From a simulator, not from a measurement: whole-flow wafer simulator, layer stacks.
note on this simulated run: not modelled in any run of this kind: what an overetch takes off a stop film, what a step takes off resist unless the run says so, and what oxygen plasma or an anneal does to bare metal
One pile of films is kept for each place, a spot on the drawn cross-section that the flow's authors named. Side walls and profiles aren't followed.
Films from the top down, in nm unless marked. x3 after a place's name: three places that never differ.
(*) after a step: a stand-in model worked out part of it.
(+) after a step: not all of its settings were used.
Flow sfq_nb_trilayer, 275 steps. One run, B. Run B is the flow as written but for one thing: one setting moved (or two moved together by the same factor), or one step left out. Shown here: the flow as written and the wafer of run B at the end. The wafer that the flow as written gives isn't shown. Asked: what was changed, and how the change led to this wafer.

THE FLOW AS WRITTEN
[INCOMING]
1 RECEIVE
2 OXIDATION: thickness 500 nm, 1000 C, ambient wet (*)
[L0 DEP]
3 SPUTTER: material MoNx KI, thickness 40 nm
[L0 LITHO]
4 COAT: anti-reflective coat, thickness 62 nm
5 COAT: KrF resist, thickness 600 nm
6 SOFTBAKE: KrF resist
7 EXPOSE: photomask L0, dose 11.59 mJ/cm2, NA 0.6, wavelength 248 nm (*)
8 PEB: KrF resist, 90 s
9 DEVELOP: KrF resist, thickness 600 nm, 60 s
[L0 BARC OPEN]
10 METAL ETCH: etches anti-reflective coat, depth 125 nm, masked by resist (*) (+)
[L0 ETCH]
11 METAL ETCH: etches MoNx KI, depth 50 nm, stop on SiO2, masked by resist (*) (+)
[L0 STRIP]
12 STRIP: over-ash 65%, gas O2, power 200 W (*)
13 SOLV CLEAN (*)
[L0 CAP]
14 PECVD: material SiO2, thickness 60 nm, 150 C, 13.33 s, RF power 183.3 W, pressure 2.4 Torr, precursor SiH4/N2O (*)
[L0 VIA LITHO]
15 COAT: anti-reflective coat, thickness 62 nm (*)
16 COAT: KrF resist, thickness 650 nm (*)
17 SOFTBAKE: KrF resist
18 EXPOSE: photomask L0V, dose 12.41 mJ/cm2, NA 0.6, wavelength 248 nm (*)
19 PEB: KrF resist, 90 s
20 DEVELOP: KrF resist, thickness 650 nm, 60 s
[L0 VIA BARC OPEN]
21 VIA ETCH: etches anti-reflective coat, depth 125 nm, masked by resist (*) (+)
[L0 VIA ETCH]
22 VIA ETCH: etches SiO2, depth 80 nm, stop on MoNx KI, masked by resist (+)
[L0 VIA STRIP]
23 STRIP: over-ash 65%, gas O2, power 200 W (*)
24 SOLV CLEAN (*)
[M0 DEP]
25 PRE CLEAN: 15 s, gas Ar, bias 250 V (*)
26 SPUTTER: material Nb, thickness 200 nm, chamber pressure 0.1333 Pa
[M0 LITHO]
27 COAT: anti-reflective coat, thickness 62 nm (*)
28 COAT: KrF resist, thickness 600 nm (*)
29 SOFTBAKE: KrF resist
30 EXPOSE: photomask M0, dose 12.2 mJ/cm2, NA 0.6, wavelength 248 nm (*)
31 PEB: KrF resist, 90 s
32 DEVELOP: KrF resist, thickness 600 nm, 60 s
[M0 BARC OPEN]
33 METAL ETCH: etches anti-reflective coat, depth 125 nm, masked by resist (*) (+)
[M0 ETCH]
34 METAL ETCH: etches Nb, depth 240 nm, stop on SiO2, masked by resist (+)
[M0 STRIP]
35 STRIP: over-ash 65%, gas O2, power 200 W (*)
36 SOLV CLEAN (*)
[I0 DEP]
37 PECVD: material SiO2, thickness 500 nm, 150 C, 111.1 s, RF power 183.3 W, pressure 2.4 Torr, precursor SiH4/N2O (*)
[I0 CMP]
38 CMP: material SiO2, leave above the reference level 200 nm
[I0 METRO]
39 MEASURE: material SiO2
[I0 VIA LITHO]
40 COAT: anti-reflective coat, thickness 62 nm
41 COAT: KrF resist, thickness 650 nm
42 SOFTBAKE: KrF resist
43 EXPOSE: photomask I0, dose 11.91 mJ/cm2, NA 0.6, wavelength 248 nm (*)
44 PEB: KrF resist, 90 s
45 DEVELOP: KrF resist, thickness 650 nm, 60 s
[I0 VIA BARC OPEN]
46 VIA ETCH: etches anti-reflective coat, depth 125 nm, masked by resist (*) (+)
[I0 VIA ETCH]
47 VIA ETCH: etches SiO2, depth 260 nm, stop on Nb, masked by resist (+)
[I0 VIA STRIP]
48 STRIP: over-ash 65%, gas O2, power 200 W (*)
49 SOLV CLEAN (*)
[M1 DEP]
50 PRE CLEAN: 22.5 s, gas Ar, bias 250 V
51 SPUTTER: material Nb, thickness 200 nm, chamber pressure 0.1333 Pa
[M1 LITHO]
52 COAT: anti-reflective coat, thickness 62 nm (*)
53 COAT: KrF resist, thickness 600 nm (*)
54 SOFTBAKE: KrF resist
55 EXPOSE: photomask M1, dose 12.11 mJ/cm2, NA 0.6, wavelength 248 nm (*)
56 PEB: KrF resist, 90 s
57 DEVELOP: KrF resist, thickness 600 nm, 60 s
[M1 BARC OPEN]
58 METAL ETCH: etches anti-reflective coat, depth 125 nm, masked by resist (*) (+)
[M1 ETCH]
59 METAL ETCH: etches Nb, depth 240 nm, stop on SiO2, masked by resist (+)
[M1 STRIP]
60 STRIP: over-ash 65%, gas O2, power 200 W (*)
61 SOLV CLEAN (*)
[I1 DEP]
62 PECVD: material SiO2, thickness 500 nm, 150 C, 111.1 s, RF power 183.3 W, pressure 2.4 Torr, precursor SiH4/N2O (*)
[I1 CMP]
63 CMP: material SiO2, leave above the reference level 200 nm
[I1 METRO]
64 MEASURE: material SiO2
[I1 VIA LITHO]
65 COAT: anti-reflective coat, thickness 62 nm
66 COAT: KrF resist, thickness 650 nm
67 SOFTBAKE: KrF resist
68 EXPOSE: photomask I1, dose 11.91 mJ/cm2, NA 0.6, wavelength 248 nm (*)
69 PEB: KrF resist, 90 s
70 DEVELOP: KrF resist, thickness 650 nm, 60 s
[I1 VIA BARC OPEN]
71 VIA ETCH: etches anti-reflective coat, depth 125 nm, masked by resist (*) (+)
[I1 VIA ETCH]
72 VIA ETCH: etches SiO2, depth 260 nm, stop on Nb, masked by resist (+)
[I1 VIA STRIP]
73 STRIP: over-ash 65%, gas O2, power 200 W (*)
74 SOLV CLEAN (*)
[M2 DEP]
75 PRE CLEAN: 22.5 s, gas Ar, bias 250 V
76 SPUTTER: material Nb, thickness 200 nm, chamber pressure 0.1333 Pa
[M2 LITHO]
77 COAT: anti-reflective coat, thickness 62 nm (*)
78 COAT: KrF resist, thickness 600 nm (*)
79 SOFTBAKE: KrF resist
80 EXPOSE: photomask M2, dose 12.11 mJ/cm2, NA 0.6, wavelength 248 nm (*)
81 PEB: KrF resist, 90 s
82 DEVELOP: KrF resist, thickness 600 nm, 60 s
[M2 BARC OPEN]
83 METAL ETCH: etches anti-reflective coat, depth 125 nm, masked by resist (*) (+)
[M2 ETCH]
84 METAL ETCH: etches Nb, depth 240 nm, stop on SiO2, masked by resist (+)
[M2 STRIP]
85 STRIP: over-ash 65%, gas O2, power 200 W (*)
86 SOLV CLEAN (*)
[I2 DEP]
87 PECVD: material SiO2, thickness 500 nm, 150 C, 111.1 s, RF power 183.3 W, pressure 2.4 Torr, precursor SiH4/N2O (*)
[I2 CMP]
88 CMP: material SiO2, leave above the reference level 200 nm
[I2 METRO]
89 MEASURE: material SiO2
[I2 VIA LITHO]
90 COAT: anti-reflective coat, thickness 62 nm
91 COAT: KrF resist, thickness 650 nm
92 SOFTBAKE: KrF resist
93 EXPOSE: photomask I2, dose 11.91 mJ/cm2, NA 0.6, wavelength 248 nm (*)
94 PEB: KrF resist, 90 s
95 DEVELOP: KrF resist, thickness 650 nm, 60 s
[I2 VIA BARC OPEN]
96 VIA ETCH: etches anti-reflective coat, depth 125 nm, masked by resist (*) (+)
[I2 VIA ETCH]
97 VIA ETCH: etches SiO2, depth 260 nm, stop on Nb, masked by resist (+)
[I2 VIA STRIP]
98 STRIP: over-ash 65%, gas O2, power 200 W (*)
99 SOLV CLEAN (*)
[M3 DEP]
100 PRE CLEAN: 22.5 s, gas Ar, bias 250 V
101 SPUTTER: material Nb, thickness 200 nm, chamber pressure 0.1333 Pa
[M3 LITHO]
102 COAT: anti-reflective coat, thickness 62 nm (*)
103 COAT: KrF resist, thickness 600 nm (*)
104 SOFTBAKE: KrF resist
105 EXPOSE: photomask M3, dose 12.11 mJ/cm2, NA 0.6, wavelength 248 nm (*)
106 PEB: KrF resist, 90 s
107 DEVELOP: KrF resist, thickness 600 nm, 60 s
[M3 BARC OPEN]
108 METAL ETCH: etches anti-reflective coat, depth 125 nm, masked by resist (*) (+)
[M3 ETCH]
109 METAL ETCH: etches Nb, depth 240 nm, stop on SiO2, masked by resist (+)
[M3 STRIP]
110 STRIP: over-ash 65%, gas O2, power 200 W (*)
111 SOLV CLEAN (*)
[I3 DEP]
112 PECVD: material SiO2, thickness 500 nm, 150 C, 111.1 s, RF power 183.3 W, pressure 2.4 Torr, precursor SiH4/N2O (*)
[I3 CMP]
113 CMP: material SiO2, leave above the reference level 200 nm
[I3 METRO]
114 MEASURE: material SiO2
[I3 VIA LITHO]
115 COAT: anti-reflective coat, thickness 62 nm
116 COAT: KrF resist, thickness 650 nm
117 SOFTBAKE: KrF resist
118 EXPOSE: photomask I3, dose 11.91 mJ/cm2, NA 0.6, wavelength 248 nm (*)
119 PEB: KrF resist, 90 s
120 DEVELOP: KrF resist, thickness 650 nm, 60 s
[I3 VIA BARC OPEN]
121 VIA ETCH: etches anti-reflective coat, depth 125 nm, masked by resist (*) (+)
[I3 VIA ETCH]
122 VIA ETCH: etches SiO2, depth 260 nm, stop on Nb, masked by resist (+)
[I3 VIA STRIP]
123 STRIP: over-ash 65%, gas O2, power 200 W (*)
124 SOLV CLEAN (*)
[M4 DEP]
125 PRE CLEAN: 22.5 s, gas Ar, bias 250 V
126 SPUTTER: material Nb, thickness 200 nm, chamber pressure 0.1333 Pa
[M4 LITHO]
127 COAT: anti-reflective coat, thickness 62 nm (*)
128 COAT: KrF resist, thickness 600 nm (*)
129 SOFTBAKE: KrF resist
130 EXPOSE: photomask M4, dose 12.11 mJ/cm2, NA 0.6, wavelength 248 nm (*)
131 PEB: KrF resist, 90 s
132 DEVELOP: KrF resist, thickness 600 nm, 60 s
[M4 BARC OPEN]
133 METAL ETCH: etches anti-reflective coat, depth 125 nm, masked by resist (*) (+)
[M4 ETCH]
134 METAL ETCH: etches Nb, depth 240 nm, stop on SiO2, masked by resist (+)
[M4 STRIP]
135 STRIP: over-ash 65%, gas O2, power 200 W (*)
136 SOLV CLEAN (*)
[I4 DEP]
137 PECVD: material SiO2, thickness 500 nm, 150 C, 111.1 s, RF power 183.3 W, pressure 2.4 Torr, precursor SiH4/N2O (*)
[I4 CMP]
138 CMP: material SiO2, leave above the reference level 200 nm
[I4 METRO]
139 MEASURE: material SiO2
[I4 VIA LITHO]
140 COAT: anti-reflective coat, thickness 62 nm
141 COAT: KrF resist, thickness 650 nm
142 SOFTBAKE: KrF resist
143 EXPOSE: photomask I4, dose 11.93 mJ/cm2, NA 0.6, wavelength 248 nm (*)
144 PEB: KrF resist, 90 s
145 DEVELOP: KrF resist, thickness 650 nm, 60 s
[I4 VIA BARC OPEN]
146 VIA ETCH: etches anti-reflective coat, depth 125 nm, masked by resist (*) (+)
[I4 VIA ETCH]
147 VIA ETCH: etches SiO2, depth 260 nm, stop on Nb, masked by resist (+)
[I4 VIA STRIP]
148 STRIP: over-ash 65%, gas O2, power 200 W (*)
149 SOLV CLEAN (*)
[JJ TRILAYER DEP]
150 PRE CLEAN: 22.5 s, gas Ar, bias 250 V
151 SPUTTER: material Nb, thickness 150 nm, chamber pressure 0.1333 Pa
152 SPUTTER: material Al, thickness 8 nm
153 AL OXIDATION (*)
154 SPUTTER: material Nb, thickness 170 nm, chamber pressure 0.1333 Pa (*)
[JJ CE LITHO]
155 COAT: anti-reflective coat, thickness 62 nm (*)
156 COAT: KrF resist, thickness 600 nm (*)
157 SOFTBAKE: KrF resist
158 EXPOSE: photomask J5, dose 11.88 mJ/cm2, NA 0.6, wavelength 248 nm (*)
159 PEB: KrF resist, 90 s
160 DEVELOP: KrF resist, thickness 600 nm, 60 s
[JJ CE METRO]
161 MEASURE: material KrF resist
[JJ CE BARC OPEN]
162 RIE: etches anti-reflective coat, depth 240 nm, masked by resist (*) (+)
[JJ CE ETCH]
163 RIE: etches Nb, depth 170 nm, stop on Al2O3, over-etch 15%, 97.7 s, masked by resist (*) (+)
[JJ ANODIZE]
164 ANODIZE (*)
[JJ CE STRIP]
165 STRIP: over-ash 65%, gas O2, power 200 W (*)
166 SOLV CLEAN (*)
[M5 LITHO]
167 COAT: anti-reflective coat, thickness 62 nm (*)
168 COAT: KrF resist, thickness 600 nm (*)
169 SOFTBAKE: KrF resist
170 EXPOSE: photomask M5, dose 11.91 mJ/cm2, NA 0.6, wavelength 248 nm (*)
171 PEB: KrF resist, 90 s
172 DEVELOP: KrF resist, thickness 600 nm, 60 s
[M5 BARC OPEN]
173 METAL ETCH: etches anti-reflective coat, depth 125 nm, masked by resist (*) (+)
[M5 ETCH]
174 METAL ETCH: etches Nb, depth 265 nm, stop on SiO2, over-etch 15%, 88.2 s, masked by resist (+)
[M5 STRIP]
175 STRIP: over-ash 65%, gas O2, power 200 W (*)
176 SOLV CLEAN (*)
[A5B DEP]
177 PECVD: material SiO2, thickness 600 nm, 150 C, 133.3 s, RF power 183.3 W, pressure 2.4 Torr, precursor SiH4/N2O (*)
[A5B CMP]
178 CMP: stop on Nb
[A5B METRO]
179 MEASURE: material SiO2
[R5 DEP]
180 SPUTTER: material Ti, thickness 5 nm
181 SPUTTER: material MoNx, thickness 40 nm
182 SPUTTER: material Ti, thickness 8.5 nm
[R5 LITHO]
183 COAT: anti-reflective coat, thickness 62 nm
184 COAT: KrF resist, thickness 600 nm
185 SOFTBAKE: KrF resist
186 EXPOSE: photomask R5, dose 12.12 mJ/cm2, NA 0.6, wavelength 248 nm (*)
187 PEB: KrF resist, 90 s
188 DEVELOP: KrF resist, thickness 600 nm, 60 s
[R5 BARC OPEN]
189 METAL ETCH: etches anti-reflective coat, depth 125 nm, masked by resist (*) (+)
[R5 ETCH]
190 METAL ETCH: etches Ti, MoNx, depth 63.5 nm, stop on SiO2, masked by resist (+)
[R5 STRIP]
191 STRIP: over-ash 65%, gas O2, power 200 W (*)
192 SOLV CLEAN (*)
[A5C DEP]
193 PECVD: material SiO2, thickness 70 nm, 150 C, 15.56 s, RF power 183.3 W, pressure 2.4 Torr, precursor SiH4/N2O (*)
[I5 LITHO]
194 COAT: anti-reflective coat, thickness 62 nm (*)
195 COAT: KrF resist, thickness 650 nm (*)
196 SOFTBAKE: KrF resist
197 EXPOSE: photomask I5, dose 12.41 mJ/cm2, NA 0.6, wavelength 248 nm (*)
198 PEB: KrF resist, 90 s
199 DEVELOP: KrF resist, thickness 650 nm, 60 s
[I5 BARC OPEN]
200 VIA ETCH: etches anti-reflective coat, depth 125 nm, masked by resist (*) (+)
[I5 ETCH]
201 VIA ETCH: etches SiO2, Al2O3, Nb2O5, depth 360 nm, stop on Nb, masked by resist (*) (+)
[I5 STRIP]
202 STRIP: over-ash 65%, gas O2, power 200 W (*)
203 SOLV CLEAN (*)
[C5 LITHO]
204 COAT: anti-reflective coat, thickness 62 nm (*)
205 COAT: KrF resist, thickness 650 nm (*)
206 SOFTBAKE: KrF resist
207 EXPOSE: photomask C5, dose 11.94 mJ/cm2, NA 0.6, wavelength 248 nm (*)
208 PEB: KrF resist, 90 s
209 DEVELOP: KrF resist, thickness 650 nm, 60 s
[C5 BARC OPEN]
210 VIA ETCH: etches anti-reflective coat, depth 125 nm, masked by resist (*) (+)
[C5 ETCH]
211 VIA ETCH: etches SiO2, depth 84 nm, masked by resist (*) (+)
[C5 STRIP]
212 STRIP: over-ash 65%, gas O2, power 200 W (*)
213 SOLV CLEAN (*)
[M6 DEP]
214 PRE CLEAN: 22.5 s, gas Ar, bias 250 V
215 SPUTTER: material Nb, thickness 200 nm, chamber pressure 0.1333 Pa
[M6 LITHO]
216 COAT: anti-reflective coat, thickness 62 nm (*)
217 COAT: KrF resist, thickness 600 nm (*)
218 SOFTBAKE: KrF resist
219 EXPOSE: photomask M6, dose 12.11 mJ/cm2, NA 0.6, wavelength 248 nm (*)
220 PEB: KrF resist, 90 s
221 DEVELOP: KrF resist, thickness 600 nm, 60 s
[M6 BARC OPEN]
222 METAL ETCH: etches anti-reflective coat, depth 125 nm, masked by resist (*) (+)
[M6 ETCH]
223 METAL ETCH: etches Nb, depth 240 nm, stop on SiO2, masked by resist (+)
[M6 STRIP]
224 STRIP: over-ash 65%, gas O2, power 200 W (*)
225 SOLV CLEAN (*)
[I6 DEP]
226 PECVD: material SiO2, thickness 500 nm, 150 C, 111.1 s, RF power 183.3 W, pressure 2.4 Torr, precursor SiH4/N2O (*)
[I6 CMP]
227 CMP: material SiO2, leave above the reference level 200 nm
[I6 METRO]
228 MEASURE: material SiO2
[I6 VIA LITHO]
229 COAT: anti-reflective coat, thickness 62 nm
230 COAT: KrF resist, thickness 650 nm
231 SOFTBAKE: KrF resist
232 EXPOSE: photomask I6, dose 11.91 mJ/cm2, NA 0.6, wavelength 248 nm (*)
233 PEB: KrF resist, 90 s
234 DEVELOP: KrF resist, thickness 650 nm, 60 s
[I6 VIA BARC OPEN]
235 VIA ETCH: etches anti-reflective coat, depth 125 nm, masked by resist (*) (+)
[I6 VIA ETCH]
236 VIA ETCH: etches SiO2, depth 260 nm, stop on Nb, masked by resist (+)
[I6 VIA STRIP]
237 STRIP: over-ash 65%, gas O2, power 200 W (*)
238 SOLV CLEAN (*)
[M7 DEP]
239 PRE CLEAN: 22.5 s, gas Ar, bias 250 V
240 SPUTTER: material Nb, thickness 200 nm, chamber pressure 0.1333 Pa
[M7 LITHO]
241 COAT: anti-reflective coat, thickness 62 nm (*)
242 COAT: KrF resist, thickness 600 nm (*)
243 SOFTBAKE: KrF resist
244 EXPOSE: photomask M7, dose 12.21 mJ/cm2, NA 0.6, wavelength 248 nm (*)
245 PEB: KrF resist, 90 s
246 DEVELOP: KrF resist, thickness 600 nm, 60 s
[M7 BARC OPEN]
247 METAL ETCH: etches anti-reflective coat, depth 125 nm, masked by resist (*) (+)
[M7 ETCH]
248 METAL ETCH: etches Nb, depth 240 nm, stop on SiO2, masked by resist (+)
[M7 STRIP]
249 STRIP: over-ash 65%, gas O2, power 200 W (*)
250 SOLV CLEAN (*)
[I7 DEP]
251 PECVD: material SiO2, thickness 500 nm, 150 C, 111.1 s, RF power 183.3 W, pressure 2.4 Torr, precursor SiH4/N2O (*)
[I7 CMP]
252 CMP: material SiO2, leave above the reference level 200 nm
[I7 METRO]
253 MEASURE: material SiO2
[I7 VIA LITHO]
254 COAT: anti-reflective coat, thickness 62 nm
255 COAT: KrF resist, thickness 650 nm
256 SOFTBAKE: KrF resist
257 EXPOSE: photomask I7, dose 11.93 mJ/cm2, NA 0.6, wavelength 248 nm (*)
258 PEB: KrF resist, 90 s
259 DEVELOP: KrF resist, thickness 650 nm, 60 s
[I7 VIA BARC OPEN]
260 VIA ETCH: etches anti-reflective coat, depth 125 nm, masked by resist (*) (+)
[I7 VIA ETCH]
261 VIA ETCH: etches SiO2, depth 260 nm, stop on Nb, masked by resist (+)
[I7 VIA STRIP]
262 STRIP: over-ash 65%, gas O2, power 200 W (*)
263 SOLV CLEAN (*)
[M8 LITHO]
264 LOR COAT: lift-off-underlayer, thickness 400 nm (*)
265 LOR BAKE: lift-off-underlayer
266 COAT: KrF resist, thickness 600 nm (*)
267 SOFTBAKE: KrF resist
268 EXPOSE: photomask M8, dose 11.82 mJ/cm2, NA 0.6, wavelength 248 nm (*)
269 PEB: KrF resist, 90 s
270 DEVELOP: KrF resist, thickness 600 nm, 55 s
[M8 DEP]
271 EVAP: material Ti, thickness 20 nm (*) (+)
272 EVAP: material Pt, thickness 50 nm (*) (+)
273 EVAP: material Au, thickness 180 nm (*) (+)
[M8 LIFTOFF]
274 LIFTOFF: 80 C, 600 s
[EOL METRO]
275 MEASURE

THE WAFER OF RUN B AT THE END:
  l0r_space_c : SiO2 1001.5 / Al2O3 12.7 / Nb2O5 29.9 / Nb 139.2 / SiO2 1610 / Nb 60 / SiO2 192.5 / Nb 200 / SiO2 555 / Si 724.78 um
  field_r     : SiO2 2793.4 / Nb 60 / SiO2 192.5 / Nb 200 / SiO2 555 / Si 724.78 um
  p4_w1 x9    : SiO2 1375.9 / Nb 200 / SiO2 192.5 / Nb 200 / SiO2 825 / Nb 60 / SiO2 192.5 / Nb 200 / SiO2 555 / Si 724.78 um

The cause: step 51, SPUTTER: thickness 300 nm was run, where the flow has thickness 200 nm.

How the change led to this, step by step:
  51 SPUTTER: material Nb, thickness 200 nm, chamber pressure 0.1333 Pa
      field_l, v_sur, via_wl and 102 more: Nb +300 (new film) (as written it would be: Nb +200 (new film))
      via_w: Nb +263.3 (as written it would be: Nb +174.5)
  52 COAT: anti-reflective coat, thickness 62 nm (*)
      via_wr: anti-reflective coat +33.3 (new film) (as written it would be: anti-reflective coat +34.9 (new film))
  59 METAL ETCH: etches Nb, depth 240 nm, stop on SiO2, masked by resist (+)
      field_l, be, be_sur and 79 more: Nb -240 (as written it would be: Nb -200 (all of it))
  60 STRIP: over-ash 65%, gas O2, power 200 W (*)
      via_wr: KrF resist -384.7 (all of it), anti-reflective coat -33.3 (all of it) (as written it would be: KrF resist -384.4 (all of it), anti-reflective coat -34.9 (all of it))
  62 PECVD: material SiO2, thickness 500 nm, 150 C, 111.1 s, RF power 183.3 W, pressure 2.4 Torr, precursor SiH4/N2O (*)
      field_l, be, be_sur and 72 more: SiO2 +500 (new film) (as written it would be: SiO2 +500)
      lsp_m, ln_m6, lsp_r, l0_sur, l0v: SiO2 +493.9 (new film) (as written it would be: SiO2 +494.9)
      (and at 3 more places)
  63 CMP: material SiO2, leave above the reference level 200 nm
      field_l, be, be_sur and 72 more: SiO2 -60 (as written it would be: SiO2 -100)
      lsp_m, ln_m6, lsp_r, l0_sur, l0v: SiO2 -53.9 (as written it would be: SiO2 -94.9)
      (and at 1 more place)
Counting metal films that touch as one body, l0r_space_c has 3 bodies (between them, from the top down: SiO2 1610; SiO2 192.5); the flow as written gives 2 bodies (between them, from the top down: SiO2 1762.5).
Counting metal films that touch as one body, field_r has 2 bodies (between them, from the top down: SiO2 192.5); the flow as written gives 1 body.
Counting metal films that touch as one body, p4_w1 x9 has 4 bodies (between them, from the top down: SiO2 192.5; SiO2 825; SiO2 192.5); the flow as written gives 3 bodies (between them, from the top down: SiO2 192.5; SiO2 977.5).
